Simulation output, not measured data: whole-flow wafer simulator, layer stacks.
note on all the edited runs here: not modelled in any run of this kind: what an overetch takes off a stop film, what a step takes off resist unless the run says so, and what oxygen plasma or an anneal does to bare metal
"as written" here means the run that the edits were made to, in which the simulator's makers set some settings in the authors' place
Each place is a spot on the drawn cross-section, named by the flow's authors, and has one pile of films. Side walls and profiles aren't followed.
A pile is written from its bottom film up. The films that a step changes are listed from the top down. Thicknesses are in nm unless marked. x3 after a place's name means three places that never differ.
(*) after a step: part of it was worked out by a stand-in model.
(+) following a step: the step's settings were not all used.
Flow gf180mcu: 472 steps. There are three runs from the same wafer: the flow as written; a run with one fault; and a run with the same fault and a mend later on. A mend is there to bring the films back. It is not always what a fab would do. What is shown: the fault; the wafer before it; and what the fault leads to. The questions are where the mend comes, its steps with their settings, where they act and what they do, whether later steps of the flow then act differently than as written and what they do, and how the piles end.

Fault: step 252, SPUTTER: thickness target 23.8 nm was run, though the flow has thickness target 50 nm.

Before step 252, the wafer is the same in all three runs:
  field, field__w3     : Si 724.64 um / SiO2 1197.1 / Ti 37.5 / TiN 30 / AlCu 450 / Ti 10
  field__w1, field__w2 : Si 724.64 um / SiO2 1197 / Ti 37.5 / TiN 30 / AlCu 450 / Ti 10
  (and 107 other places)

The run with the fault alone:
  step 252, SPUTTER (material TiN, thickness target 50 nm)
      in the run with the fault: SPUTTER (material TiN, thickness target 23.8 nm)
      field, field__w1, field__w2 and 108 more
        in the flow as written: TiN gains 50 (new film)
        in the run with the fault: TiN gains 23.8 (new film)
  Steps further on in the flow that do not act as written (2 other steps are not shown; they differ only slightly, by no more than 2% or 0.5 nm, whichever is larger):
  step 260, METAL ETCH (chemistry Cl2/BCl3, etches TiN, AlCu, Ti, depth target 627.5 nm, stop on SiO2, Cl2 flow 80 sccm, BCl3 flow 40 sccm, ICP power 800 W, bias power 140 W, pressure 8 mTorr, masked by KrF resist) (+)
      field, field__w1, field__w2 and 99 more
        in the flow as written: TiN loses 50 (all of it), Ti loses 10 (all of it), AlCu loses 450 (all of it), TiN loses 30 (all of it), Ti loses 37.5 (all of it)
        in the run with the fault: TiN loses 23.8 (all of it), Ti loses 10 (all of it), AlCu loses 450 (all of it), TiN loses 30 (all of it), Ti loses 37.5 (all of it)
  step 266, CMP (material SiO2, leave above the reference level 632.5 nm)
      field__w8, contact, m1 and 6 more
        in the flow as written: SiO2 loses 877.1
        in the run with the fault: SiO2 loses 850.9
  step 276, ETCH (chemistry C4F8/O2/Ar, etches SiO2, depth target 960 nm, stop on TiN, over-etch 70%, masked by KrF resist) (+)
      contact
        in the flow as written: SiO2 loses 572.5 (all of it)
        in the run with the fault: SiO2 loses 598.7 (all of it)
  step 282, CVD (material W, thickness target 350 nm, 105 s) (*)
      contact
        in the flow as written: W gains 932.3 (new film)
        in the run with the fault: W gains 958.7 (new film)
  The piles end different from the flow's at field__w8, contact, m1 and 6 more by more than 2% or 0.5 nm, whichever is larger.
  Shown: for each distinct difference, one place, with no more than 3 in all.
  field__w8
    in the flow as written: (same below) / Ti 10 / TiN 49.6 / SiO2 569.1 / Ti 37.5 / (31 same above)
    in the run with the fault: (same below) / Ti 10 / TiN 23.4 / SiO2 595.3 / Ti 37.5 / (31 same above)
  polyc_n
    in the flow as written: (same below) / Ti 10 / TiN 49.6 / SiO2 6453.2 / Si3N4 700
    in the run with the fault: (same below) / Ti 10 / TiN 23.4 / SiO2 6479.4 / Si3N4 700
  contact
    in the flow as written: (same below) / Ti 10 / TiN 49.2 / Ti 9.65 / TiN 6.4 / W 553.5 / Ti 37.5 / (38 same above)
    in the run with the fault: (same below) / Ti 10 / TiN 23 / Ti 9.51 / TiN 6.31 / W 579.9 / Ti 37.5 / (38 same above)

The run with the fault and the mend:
  The mend stands after step 252.
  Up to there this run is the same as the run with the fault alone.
  step 252a, SPUTTER (material TiN, thickness target 26.2 nm) (the flow's step 252, run once more with other settings)
      field, field__w1, field__w2 and 108 more
        TiN gains 26.2
  None of the later steps of the flow acts differently than as written at any place that is followed.
  At every place that both follow, the piles at the end match the flow's.
